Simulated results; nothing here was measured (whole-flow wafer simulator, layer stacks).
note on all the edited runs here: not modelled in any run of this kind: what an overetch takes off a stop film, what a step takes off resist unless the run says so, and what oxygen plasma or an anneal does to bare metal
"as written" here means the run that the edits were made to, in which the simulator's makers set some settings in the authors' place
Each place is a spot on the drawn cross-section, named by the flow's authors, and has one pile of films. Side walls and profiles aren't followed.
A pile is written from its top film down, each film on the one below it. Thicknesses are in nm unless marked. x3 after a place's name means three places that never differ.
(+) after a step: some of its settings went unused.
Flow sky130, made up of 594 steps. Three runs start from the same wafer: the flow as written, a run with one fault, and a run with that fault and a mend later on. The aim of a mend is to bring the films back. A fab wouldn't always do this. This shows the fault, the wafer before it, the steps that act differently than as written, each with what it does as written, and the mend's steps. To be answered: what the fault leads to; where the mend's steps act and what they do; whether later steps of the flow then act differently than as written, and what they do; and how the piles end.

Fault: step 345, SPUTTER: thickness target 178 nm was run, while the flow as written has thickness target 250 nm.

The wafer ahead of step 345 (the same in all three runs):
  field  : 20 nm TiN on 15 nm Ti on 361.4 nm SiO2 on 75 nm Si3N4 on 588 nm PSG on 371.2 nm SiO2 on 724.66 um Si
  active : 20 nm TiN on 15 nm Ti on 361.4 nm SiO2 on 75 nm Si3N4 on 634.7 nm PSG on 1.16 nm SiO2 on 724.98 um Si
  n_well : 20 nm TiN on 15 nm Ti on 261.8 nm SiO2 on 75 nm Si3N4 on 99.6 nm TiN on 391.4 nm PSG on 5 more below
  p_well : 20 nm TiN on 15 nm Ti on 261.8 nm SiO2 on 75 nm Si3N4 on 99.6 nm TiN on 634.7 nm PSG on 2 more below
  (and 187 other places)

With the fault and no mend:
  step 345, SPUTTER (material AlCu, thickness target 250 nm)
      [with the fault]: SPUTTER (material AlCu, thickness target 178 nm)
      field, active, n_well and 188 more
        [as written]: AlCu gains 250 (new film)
        [with the fault]: AlCu gains 178 (new film)
  Steps further on in the flow that do not act as written (8 other steps are not shown; they differ only slightly, by no more than 2% or 0.5 nm, whichever is larger):
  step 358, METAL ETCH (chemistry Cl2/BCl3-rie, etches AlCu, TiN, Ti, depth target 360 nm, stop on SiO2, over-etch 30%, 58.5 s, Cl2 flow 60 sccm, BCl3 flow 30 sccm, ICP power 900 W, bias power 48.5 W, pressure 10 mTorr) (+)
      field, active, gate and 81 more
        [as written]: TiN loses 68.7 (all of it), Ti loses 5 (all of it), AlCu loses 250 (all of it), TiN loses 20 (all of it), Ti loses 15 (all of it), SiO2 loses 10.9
        [with the fault]: TiN loses 68.7 (all of it), Ti loses 5 (all of it), AlCu loses 178 (all of it), TiN loses 20 (all of it), Ti loses 15 (all of it), SiO2 loses 18.1
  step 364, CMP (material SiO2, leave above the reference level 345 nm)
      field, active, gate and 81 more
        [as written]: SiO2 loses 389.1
        [with the fault]: SiO2 loses 453.9
  At n_well, p_well, gate_hv and 120 more, the piles at the end differ from the flow's by more than 2% or 0.5 nm, whichever is larger.
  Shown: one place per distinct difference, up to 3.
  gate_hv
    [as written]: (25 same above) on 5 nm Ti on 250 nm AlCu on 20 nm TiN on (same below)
    [with the fault]: (25 same above) on 5 nm Ti on 178 nm AlCu on 20 nm TiN on (same below)
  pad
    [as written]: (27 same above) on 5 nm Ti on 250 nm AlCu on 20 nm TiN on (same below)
    [with the fault]: (27 same above) on 5 nm Ti on 178 nm AlCu on 20 nm TiN on (same below)
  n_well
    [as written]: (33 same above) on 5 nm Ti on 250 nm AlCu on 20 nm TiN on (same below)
    [with the fault]: (33 same above) on 5 nm Ti on 178 nm AlCu on 20 nm TiN on (same below)

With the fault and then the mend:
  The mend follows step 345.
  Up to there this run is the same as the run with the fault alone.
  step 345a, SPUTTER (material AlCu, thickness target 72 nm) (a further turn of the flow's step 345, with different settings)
      field, active, n_well and 188 more
        AlCu gains 72
  None of the later steps of the flow acts differently than as written at any place that is followed.
  At every place that both follow, the piles at the end match the flow's.
